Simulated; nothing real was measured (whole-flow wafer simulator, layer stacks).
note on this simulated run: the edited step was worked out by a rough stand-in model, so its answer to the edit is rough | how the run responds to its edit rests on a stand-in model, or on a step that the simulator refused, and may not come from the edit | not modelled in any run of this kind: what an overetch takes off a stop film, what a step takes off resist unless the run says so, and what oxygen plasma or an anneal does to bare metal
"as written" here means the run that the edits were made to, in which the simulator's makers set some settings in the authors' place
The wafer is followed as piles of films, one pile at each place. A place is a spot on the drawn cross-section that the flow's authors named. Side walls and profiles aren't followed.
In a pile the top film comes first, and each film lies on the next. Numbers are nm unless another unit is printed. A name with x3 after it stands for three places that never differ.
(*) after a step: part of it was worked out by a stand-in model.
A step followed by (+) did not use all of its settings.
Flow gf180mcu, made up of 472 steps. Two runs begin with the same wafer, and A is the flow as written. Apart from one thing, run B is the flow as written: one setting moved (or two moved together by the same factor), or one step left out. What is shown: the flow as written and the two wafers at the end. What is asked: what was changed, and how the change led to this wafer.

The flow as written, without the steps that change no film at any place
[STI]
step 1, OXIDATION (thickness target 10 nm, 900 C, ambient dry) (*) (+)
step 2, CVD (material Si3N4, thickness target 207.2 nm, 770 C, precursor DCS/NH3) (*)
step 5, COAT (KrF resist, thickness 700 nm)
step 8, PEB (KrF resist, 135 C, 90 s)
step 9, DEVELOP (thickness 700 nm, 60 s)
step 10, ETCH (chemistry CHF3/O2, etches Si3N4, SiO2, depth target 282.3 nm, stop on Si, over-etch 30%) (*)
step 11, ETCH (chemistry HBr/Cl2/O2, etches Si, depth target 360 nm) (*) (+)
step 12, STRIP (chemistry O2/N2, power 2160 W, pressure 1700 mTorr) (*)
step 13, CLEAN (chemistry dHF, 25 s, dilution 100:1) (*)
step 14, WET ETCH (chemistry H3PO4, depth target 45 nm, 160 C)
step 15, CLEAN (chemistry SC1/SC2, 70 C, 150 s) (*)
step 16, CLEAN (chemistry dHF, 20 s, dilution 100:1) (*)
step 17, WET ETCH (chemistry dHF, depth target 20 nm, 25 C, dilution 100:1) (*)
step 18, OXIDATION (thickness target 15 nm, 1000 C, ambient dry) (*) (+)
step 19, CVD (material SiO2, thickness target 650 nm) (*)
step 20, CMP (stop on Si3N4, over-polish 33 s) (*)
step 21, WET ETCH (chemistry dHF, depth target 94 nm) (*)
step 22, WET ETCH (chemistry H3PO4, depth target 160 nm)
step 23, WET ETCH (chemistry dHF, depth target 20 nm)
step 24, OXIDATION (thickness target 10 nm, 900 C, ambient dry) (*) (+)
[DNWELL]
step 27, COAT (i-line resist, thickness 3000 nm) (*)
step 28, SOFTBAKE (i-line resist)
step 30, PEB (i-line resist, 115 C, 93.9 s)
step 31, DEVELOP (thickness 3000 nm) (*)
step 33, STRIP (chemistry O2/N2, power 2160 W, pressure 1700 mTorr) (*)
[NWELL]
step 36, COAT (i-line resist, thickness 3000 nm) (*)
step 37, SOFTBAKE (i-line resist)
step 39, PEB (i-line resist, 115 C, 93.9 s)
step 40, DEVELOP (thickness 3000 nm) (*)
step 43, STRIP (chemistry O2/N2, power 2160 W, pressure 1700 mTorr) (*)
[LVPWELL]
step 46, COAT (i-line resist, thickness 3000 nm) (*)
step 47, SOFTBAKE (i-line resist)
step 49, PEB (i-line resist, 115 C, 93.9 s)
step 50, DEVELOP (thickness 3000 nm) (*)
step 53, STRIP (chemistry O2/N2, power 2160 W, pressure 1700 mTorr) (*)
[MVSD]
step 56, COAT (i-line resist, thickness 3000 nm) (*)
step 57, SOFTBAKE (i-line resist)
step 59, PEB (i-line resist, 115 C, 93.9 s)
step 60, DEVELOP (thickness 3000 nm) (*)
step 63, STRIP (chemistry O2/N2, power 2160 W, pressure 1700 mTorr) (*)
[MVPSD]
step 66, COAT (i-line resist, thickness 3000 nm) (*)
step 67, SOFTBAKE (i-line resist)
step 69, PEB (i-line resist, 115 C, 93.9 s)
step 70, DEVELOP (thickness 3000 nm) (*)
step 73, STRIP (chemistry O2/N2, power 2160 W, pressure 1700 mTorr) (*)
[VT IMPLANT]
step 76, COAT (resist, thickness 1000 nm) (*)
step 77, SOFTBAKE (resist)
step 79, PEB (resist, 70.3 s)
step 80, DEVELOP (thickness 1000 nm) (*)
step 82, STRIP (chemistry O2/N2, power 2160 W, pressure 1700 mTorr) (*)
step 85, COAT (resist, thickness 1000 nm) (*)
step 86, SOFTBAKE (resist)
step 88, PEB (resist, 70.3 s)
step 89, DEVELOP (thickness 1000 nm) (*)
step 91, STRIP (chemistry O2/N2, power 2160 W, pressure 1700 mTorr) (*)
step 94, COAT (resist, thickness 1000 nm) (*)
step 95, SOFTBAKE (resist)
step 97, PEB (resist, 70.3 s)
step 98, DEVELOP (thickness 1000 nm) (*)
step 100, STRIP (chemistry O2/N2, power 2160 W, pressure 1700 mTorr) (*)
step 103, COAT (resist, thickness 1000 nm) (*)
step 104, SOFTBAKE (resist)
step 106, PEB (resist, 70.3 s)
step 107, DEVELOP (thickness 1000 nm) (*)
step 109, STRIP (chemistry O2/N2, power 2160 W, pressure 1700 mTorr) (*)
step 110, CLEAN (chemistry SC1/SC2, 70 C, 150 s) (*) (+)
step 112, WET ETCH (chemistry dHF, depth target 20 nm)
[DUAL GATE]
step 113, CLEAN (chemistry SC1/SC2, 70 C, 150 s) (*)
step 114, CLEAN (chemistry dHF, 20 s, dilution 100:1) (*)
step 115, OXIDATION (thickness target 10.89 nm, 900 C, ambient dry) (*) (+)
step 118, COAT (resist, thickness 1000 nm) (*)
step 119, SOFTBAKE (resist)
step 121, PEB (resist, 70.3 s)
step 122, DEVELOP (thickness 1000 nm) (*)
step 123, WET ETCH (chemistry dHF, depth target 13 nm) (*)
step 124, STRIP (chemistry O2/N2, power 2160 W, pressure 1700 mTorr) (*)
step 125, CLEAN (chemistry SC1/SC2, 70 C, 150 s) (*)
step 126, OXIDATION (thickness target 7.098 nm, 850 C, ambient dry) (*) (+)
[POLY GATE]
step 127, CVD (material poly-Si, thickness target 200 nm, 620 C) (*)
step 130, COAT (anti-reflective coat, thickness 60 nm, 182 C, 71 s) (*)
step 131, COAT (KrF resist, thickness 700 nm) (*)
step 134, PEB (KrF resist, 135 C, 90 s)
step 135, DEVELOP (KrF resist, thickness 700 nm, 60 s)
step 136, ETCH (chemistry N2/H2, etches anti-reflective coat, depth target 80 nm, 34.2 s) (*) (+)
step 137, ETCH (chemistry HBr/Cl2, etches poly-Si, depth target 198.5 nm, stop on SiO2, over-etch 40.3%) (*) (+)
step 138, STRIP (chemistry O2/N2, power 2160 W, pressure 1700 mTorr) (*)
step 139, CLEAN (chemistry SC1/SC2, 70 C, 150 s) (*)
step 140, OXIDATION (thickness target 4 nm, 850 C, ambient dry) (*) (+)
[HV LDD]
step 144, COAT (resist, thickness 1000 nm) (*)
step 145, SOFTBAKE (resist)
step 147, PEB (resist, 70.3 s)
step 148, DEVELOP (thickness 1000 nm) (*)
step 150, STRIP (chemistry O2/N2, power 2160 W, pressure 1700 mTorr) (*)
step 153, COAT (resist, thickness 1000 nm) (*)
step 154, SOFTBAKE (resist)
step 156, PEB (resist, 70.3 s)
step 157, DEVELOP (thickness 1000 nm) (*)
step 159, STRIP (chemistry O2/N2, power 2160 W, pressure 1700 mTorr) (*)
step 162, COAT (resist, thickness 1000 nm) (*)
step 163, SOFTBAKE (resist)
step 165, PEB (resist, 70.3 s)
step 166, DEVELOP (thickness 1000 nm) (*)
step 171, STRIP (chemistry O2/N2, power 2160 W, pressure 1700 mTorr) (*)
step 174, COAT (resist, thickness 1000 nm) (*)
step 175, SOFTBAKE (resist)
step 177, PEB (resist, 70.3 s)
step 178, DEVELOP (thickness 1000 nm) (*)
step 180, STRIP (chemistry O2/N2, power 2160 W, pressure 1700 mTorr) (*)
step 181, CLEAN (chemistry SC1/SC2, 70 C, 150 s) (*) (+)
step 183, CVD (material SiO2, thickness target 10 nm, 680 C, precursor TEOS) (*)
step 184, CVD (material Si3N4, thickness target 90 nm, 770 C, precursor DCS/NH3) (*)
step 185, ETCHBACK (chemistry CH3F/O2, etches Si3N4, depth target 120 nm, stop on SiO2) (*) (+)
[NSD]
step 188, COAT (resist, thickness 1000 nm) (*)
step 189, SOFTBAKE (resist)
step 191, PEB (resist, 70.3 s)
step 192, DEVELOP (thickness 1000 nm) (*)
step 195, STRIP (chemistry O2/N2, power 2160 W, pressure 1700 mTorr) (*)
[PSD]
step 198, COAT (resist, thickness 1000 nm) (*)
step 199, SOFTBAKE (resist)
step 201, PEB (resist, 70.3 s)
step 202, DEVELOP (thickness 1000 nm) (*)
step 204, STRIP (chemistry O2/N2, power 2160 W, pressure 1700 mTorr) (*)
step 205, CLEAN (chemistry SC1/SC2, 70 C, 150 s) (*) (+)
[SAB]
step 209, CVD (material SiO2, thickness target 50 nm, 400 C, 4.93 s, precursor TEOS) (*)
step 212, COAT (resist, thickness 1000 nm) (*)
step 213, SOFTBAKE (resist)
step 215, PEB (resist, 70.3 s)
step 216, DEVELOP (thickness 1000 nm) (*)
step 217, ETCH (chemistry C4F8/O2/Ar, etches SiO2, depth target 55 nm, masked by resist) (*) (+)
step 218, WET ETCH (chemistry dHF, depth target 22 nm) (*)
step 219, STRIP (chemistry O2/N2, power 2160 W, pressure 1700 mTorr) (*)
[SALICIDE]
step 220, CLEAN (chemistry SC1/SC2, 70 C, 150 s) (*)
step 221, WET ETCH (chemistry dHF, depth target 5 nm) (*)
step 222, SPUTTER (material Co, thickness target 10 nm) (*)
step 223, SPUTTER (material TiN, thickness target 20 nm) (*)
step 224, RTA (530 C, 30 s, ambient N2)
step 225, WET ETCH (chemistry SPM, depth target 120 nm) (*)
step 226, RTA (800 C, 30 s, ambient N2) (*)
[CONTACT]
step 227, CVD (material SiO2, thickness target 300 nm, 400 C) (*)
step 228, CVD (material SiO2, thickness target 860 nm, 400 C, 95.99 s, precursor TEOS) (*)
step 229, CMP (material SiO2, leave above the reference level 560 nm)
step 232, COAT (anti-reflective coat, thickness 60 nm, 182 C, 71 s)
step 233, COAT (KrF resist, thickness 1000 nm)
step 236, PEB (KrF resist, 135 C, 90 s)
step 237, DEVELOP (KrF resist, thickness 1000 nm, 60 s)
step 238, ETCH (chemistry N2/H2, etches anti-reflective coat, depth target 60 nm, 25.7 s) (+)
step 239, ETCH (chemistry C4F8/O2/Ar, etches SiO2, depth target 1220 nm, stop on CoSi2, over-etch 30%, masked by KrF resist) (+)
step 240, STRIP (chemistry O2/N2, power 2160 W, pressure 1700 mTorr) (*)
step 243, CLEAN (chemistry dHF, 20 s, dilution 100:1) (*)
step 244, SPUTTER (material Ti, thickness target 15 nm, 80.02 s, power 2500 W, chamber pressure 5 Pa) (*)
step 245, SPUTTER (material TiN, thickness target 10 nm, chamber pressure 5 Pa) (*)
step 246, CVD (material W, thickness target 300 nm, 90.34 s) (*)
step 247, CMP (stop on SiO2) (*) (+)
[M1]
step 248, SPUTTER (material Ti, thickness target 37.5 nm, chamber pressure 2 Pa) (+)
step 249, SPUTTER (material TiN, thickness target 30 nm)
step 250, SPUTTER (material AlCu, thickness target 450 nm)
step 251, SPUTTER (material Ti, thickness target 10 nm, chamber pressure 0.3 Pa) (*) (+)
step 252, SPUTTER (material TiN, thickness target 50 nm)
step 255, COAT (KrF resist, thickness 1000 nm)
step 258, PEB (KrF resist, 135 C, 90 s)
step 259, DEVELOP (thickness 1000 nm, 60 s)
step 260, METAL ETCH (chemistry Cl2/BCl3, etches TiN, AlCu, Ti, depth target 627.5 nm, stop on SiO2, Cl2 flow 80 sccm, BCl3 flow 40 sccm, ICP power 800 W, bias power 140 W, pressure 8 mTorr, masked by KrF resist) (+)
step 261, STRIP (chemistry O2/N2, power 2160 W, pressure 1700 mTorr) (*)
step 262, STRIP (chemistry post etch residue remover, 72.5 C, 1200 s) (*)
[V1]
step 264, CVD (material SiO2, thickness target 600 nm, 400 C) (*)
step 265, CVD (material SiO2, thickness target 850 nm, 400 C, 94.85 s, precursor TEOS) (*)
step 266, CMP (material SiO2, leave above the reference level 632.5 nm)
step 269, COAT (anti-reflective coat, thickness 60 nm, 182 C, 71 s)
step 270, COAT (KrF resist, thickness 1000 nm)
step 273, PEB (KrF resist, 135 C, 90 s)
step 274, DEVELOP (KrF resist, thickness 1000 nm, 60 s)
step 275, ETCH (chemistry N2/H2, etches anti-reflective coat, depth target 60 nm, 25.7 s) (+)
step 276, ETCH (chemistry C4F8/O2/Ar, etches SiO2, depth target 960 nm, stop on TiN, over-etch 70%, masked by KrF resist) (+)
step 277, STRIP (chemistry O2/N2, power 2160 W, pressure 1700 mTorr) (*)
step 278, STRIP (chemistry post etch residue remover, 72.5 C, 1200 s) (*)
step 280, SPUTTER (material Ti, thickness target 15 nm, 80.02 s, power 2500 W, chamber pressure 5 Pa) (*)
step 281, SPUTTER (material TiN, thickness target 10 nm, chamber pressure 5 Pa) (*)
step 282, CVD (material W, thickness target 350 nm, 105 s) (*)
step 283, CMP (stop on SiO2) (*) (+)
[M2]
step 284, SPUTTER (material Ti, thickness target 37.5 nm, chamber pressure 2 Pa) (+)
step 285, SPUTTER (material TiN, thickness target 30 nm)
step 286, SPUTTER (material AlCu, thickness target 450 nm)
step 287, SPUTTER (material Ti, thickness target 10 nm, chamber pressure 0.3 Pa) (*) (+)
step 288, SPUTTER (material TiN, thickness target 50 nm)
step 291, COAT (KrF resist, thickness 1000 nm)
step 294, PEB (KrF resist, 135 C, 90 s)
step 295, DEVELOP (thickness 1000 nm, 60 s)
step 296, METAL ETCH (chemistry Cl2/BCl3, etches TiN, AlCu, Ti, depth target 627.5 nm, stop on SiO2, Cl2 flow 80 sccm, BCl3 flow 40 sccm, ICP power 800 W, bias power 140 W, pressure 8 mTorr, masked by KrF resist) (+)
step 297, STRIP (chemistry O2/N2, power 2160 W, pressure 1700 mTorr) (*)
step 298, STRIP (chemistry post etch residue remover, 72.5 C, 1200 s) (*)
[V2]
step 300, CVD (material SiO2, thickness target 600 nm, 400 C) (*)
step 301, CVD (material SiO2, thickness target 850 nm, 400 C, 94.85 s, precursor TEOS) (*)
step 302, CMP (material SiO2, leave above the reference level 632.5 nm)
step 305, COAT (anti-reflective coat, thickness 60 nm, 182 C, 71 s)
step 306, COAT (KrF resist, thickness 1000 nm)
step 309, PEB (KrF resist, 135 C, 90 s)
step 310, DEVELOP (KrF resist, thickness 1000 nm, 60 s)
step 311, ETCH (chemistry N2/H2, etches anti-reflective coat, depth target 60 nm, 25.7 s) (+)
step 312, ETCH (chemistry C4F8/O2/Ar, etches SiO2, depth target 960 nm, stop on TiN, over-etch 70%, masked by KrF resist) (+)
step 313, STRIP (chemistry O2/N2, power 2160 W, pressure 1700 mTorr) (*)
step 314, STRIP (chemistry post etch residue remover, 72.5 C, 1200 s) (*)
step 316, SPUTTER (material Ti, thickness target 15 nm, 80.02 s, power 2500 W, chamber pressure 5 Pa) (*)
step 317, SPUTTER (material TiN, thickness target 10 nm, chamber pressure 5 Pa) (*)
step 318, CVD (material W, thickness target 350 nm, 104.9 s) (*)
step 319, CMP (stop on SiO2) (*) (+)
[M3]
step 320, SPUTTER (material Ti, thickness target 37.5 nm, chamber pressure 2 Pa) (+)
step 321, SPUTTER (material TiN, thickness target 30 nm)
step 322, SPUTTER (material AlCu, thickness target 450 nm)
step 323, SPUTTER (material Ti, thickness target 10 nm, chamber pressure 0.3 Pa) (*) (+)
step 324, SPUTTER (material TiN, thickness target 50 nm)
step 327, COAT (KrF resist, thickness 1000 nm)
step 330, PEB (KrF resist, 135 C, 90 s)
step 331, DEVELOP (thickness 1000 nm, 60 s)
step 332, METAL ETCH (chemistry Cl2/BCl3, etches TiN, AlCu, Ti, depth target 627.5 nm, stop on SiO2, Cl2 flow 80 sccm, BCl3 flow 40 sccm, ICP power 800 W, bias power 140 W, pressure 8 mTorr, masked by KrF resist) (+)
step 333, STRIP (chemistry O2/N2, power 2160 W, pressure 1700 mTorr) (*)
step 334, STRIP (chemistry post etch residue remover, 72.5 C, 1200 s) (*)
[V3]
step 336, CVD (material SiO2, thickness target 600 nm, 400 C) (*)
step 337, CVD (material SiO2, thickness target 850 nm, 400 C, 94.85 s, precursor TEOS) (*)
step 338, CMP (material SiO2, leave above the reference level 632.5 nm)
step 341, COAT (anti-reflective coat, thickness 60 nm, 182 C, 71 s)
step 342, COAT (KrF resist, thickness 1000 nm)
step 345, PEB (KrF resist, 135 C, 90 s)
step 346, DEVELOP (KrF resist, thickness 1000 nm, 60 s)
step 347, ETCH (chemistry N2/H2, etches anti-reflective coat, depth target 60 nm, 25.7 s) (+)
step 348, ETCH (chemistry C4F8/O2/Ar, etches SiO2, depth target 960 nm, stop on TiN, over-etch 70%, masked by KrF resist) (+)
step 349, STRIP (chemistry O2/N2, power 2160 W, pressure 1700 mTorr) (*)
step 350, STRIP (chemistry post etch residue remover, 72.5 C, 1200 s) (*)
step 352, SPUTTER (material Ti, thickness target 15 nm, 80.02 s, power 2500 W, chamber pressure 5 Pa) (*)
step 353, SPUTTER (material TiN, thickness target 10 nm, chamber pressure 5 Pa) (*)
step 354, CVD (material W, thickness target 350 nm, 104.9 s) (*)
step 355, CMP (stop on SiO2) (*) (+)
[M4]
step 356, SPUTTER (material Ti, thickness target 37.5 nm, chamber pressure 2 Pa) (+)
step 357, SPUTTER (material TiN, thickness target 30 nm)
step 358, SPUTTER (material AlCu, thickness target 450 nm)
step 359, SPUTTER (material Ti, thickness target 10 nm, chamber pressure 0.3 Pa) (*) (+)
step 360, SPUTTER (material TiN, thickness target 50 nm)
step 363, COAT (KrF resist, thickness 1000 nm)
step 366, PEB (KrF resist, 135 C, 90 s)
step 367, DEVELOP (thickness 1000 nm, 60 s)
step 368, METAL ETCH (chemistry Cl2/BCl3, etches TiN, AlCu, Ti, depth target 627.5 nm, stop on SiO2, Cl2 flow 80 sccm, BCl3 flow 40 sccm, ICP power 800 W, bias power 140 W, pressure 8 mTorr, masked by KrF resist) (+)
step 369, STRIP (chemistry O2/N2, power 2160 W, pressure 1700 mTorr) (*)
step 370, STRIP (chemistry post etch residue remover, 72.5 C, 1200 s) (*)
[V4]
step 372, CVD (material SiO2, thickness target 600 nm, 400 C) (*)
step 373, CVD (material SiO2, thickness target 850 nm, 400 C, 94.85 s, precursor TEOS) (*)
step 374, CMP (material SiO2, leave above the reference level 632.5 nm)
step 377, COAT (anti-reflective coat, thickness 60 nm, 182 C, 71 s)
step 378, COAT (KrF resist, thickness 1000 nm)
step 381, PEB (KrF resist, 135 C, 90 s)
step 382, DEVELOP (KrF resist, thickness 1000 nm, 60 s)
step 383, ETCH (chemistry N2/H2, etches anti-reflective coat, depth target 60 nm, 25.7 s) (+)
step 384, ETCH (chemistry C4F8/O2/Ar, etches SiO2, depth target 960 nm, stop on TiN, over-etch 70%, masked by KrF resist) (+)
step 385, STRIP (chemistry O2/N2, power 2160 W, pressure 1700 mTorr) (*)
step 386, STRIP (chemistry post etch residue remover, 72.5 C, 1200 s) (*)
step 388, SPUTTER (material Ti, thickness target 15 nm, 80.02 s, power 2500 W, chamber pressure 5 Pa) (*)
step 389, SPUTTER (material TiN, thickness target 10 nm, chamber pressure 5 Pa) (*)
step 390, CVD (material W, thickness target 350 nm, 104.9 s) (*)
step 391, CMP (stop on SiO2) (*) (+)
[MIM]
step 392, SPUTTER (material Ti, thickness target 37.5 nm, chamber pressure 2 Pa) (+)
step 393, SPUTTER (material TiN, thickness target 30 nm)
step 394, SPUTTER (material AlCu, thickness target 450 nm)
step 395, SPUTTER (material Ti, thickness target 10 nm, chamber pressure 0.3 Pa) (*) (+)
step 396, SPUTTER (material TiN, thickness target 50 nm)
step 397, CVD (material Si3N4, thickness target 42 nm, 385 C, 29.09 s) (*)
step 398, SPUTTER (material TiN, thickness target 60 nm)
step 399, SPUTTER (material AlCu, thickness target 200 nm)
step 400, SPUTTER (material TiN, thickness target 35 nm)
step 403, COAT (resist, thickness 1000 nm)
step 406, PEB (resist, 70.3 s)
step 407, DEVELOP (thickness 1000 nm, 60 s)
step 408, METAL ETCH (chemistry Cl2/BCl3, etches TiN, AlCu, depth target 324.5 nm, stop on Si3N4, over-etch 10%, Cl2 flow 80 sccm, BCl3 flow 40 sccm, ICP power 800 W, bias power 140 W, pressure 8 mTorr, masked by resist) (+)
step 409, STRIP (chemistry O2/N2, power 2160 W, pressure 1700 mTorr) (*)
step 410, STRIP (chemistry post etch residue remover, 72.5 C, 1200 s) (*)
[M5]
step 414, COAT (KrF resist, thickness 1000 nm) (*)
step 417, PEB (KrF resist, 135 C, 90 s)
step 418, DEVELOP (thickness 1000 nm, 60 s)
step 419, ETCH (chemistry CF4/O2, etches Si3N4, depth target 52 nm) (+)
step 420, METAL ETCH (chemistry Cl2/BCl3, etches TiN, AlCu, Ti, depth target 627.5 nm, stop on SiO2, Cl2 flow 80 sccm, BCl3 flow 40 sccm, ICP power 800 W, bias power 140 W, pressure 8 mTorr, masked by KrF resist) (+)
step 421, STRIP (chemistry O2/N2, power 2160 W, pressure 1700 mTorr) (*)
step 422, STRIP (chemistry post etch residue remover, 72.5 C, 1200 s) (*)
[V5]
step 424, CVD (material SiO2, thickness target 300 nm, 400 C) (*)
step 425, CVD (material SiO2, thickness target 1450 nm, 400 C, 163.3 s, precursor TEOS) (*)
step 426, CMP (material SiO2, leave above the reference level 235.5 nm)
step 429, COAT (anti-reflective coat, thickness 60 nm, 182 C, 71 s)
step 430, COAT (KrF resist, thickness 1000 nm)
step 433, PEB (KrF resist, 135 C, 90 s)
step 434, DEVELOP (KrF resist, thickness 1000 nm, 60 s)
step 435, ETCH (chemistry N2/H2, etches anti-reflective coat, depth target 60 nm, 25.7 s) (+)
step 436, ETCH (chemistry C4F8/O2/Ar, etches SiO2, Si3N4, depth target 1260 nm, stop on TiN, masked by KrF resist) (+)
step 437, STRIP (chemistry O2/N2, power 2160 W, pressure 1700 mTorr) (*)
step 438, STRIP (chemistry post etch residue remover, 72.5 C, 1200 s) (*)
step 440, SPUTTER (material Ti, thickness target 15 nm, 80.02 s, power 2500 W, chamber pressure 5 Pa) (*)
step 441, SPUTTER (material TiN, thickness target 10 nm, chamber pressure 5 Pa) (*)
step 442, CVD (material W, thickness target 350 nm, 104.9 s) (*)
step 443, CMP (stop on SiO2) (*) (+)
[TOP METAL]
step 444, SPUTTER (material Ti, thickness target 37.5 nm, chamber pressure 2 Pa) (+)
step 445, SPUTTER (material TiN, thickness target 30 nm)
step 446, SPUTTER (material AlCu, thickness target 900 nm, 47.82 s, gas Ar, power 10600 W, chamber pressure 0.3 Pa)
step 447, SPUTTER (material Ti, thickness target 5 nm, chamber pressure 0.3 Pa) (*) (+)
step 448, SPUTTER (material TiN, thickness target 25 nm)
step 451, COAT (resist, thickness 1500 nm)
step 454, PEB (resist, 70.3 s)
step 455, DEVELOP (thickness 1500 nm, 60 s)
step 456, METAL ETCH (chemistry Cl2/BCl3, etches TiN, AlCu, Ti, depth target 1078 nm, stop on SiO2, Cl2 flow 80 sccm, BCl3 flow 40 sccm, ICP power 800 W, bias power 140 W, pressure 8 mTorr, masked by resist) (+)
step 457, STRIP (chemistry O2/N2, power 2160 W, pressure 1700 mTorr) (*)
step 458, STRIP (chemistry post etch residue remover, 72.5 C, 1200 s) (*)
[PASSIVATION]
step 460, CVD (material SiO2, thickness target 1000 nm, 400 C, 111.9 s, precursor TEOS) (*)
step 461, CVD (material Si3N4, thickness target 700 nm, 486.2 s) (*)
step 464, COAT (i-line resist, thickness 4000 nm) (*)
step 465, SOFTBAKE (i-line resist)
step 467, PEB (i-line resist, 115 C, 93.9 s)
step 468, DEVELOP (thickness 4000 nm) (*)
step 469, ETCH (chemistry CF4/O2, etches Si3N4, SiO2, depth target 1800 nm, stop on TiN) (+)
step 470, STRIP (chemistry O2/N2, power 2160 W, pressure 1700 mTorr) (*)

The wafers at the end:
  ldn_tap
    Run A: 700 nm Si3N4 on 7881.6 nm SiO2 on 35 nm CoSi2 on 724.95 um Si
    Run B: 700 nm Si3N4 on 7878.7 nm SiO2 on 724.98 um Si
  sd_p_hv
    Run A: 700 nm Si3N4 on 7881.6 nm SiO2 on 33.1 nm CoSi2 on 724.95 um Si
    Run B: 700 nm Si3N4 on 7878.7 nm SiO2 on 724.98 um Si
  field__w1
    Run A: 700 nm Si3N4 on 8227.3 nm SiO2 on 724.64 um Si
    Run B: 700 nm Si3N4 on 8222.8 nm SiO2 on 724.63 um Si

What caused this: step 126, OXIDATION: 956 C was run, while the flow as written has 850 C.

The path from the change to this, step by step:
  step 126, OXIDATION (thickness target 7.098 nm, 850 C, ambient dry) (*) (+)
      gate_hv, active_hv, active_nat and 25 more: A SiO2 gains 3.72, Si loses 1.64 | B SiO2 gains 14, Si loses 6.16
      active, n_well, p_well and 12 more: A SiO2 gains 7.1 (new film), chemical SiO2 loses 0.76 (all of it), Si loses 2.79 | B SiO2 gains 19.9 (new film), chemical SiO2 loses 0.76 (all of it), Si loses 8.43
      (as well as at 49 more places)
  step 130, COAT (anti-reflective coat, thickness 60 nm, 182 C, 71 s) (*)
      p_well, spacer, sd_n: A anti-reflective coat gains 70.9 (new film) | B anti-reflective coat gains 65.3 (new film)
      ldn_src, ldp_drn: A anti-reflective coat gains 67.8 (new film) | B anti-reflective coat gains 66 (new film)
      (as well as at 53 more places)
  step 136, ETCH (chemistry N2/H2, etches anti-reflective coat, depth target 80 nm, 34.2 s) (*) (+)
      p_well, spacer, sd_n: A anti-reflective coat loses 70.9 (all of it), poly-Si loses 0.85 | B anti-reflective coat loses 65.3 (all of it), poly-Si loses 0.99
      ldn_src, ldp_drn: A anti-reflective coat loses 67.8 (all of it), poly-Si loses 0.93 | B anti-reflective coat loses 66 (all of it), poly-Si loses 0.97
      (as well as at 37 more places)
  step 138, STRIP (chemistry O2/N2, power 2160 W, pressure 1700 mTorr) (*)
      gate: A chemical SiO2 gains 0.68 (new film), KrF resist loses 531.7 (all of it), anti-reflective coat loses 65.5 (all of it), poly-Si loses 0.3 | B chemical SiO2 gains 0.68 (new film), KrF resist loses 531.3 (all of it), anti-reflective coat loses 62.8 (all of it), poly-Si loses 0.3
      gate_p: A chemical SiO2 gains 0.68 (new film), KrF resist loses 530.6 (all of it), anti-reflective coat loses 65.9 (all of it), poly-Si loses 0.3 | B chemical SiO2 gains 0.68 (new film), KrF resist loses 530.4 (all of it), anti-reflective coat loses 63.2 (all of it), poly-Si loses 0.3
      (as well as at 14 more places)
  step 189, SOFTBAKE (resist)
      field_sub__w1: A resist gains 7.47 | B resist gains 9.96
  step 199, SOFTBAKE (resist)
      field_sub__w1: A resist gains 7.47 | B resist gains 9.96
  step 218, WET ETCH (chemistry dHF, depth target 22 nm) (*)
      ldn_tap, ldn_src, ldn_drn, ldp_tap, ldp_src, ldp_drn, ldp_gr: A SiO2 loses 16 (all of it) | B SiO2 loses 22.5
      ld_drn_n, ld_sd_p: A SiO2 loses 14.8 (all of it) | B SiO2 loses 22.3
      (as well as at 14 more places)
  step 219, STRIP (chemistry O2/N2, power 2160 W, pressure 1700 mTorr) (*)
      active_hv, active_nat, ld_sd_n and 10 more: A chemical SiO2 gains 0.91 (new film), Si loses 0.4 | B nothing
  step 221, WET ETCH (chemistry dHF, depth target 5 nm) (*)
      sd_p_hv, ldn_tap, ldn_src, ldn_drn, ldp_tap, ldp_src, ldp_drn, ldp_gr: A chemical SiO2 loses 0.76 (all of it) | B SiO2 loses 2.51
      active_hv: A chemical SiO2 loses 0.76 (all of it) | B SiO2 loses 2.62 (all of it)
      (as well as at 4 more places)
  step 224, RTA (530 C, 30 s, ambient N2)
      ldn_tap, ldn_src, ldn_drn, ldp_tap, ldp_src, ldp_drn, ldp_gr: A under 1 film: CoSi gains 19.9 (new film), Co loses 10 (all of it), Si loses 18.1 | B nothing
      sd_p_hv: A under 1 film: CoSi gains 18.8 (new film), Co loses 9.46 (all of it), Si loses 17.2 | B nothing
  step 225, WET ETCH (chemistry SPM, depth target 120 nm) (*)
      ldn_tap, ldn_src, ldn_drn, ldp_tap, ldp_src, ldp_drn, ldp_gr: A TiN loses 20 (all of it) | B TiN loses 20 (all of it), Co loses 10 (all of it)
      sd_p_hv: A TiN loses 18.8 (all of it) | B TiN loses 18.8 (all of it), Co loses 9.44 (all of it)
  step 226, RTA (800 C, 30 s, ambient N2) (*)
      ldn_tap, ldn_src, ldn_drn, ldp_tap, ldp_src, ldp_drn, ldp_gr: A CoSi2 gains 35 (new film), CoSi loses 19.9 (all of it), Si loses 18.1 | B nothing
      sd_p_hv: A CoSi2 gains 33.1 (new film), CoSi loses 18.8 (all of it), Si loses 17.2 | B nothing
  step 227, CVD (material SiO2, thickness target 300 nm, 400 C) (*)
      sd_p_hv, ldn_tap, ldn_src, ldn_drn, ldp_tap, ldp_src, ldp_drn, ldp_gr: A SiO2 gains 300 (new film) | B SiO2 gains 300
  step 229, CMP (material SiO2, leave above the reference level 560 nm)
      gate_hv, gate_nat, ld_gate_n and 11 more: A SiO2 loses 514.3 | B SiO2 loses 525.6
      ldn_sep__w1, ldn_sep__w2, ldn_dft and 8 more: A SiO2 loses 311 | B SiO2 loses 317.9
      (as well as at 51 more places)
Taking metal films that touch as one body, ldn_tap has 0 bodies; the flow as written gives 1 body.
Taking metal films that touch as one body, sd_p_hv has 0 bodies; the flow as written gives 1 body.
